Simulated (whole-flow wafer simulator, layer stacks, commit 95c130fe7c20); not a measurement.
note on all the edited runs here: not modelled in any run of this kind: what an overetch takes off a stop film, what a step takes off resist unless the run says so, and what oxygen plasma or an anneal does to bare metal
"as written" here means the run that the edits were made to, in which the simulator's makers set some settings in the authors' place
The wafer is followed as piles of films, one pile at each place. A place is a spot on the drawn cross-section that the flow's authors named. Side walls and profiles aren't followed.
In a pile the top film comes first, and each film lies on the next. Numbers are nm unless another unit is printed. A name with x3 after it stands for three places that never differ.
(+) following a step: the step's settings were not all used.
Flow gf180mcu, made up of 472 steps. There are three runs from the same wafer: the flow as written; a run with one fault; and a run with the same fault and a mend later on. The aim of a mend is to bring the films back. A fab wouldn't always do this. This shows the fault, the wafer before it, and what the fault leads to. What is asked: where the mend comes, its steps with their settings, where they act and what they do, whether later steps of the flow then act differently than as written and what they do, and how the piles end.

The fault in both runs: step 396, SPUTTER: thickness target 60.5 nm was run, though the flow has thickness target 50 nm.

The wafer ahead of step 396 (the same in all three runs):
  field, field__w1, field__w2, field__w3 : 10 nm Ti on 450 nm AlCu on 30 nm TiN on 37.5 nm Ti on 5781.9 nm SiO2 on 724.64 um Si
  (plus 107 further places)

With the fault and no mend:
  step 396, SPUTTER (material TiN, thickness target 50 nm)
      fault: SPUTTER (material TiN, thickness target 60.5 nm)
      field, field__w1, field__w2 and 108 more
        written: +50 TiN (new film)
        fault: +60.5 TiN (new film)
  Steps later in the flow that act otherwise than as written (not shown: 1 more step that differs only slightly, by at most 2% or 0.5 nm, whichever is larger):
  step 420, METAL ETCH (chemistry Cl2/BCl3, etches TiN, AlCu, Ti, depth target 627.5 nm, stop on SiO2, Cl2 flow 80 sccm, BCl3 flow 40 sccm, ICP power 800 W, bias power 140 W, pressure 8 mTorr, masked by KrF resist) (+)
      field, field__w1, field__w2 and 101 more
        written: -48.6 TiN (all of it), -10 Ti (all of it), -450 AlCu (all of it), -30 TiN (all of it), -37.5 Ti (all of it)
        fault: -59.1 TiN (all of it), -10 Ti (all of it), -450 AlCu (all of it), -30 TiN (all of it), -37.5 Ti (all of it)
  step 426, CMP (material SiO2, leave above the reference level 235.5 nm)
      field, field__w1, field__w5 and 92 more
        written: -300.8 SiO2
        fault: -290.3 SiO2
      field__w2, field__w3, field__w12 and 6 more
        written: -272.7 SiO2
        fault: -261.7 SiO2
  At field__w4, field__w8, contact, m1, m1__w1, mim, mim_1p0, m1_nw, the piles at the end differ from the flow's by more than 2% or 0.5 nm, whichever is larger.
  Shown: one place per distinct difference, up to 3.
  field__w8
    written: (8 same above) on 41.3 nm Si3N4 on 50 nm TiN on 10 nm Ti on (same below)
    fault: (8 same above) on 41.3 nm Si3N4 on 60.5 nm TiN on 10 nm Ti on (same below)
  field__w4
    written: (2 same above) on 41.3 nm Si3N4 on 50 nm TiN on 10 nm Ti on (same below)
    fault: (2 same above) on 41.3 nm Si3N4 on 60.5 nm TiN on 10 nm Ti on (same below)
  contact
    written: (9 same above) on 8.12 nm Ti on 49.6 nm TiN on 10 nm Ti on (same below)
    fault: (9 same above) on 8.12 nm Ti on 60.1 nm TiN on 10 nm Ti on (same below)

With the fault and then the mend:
  After step 396 comes the mend.
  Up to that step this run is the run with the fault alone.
  step 396a, METAL ETCH (chemistry Cl2/BCl3, etches TiN, AlCu, Ti, depth target 10.5 nm, Cl2 flow 80 sccm, BCl3 flow 40 sccm, ICP power 800 W, bias power 140 W, pressure 8 mTorr) (the flow's step 260, run once more with other settings)
      field, field__w1, field__w2 and 108 more
        -10.5 TiN
  Every later step of the flow that is run acts as written at every place that is followed.
  By the end, the piles equal the flow's at every place that both follow.
